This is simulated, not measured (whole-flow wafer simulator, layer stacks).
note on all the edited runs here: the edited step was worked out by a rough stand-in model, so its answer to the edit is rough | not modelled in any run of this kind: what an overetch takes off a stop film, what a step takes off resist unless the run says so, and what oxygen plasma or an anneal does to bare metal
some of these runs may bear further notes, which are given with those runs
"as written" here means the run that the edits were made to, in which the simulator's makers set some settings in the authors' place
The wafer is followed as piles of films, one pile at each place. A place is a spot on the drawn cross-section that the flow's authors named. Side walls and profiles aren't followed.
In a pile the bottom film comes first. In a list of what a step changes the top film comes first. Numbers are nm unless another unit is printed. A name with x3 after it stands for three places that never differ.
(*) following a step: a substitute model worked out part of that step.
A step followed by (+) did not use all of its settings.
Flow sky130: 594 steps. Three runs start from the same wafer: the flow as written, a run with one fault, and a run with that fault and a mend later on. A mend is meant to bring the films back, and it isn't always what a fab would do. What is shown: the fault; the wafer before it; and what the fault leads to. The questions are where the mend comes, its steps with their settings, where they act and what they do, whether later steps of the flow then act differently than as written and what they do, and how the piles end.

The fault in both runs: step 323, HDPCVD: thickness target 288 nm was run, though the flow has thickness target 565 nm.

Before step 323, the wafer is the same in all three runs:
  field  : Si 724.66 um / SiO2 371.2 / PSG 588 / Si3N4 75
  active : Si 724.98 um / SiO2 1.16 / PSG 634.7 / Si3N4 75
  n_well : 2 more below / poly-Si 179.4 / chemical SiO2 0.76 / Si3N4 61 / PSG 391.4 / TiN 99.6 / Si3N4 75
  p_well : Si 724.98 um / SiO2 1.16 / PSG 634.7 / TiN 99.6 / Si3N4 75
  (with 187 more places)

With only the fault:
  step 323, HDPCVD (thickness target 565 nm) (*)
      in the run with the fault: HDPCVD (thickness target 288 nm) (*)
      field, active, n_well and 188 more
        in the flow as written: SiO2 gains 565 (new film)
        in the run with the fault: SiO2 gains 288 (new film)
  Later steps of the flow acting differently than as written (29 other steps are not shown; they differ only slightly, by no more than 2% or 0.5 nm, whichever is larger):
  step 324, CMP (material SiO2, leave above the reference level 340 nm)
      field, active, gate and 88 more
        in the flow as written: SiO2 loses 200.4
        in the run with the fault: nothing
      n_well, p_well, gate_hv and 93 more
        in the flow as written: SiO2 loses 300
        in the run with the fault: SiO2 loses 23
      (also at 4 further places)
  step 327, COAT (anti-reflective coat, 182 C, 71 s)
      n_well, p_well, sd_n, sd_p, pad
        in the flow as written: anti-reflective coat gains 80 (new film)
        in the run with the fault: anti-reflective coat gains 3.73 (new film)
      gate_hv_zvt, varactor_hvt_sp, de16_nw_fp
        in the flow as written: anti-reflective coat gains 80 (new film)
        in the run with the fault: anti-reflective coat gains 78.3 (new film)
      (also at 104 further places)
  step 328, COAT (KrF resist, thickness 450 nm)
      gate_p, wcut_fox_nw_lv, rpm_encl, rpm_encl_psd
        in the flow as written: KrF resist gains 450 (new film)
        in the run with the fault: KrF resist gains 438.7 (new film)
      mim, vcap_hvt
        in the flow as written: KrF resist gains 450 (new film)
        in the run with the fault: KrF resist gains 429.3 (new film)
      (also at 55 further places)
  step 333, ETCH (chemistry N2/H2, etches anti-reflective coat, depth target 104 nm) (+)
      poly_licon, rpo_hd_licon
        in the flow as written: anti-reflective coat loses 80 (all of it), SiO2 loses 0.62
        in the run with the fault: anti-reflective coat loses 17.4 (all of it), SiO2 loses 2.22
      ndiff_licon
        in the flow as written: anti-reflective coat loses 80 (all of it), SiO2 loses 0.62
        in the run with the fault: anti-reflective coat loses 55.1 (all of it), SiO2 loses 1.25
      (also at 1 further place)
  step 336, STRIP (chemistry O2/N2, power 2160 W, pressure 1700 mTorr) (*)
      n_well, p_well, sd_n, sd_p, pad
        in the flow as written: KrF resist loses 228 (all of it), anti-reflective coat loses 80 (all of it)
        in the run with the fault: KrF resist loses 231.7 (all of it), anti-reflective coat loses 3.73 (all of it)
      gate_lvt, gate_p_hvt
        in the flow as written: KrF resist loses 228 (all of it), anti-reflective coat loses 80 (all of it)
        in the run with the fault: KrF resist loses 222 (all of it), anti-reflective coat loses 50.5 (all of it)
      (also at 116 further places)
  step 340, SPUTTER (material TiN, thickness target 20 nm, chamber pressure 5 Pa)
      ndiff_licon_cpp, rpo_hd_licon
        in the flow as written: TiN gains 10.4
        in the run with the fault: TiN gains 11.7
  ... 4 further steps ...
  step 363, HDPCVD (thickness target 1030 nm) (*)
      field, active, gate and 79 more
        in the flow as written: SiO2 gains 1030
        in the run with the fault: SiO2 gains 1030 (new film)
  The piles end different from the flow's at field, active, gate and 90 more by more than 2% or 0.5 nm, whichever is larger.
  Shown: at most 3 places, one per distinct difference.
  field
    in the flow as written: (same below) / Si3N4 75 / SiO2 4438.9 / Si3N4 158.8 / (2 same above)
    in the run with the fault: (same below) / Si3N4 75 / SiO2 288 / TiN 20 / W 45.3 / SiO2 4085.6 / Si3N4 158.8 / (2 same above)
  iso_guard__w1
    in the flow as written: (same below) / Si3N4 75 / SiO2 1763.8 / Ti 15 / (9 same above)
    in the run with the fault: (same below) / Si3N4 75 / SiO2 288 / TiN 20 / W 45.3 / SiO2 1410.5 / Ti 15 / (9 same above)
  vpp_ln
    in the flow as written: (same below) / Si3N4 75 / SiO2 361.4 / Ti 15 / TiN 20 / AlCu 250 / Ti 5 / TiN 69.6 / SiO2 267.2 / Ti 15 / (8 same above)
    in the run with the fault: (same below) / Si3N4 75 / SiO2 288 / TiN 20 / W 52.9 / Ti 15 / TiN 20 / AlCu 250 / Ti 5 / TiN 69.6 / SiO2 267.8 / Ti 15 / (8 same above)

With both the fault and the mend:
  The mend stands after step 323.
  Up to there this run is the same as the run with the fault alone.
  step 323a, HDPCVD (thickness target 277 nm) (*) (a further turn of the flow's step 323, with different settings)
      field, active, n_well and 188 more
        SiO2 gains 277
  None of the later steps of the flow acts differently than as written at any place that is followed.
  At every place that both follow, the piles at the end match the flow's.
